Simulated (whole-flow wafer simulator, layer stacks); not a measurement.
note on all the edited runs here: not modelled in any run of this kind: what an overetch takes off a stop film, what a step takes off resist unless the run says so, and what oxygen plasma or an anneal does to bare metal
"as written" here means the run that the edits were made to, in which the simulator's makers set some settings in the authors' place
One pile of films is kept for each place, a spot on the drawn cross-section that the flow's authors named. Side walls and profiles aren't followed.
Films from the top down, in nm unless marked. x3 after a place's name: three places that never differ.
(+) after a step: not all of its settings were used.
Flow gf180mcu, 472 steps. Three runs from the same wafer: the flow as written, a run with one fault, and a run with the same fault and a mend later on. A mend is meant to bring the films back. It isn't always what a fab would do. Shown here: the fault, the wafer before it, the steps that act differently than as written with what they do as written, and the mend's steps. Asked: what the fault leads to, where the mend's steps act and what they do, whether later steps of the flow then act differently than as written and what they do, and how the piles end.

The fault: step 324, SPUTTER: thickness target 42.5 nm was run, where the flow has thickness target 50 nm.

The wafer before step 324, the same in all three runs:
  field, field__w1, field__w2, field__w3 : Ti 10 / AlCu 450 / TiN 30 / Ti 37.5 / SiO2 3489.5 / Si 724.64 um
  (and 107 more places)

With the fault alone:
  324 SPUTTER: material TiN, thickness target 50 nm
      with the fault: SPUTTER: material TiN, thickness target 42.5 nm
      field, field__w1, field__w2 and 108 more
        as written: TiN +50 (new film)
        with the fault: TiN +42.5 (new film)
  Later steps of the flow that act differently than as written (5 more steps differ only slightly, by at most 2% or 0.5 nm, whichever is larger, and aren't shown):
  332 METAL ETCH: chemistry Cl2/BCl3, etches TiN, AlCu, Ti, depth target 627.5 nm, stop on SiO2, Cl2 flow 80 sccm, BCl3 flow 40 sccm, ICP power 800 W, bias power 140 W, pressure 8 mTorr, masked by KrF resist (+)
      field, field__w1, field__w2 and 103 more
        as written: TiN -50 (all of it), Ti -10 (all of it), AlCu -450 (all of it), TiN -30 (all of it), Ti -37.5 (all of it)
        with the fault: TiN -42.5 (all of it), Ti -10 (all of it), AlCu -450 (all of it), TiN -30 (all of it), Ti -37.5 (all of it)
  At the end the piles differ from the flow's by more than 2% or 0.5 nm, whichever is larger, at field__w8, contact, m1, m1__w1, m1_nw.
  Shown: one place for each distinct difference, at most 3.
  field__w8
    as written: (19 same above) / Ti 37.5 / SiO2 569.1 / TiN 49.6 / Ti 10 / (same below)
    with the fault: (19 same above) / Ti 37.5 / SiO2 576.6 / TiN 42.1 / Ti 10 / (same below)
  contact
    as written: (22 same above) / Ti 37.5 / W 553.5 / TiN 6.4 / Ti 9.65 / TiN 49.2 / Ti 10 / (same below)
    with the fault: (22 same above) / Ti 37.5 / W 561.1 / TiN 6.38 / Ti 9.61 / TiN 41.7 / Ti 10 / (same below)

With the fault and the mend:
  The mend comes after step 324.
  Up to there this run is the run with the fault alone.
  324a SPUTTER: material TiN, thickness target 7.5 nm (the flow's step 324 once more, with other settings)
      field, field__w1, field__w2 and 108 more
        TiN +7.5
  No later step of the flow acts differently than as written at any place that is followed.
  At the end the piles are the same as the flow's at every place that both follow.
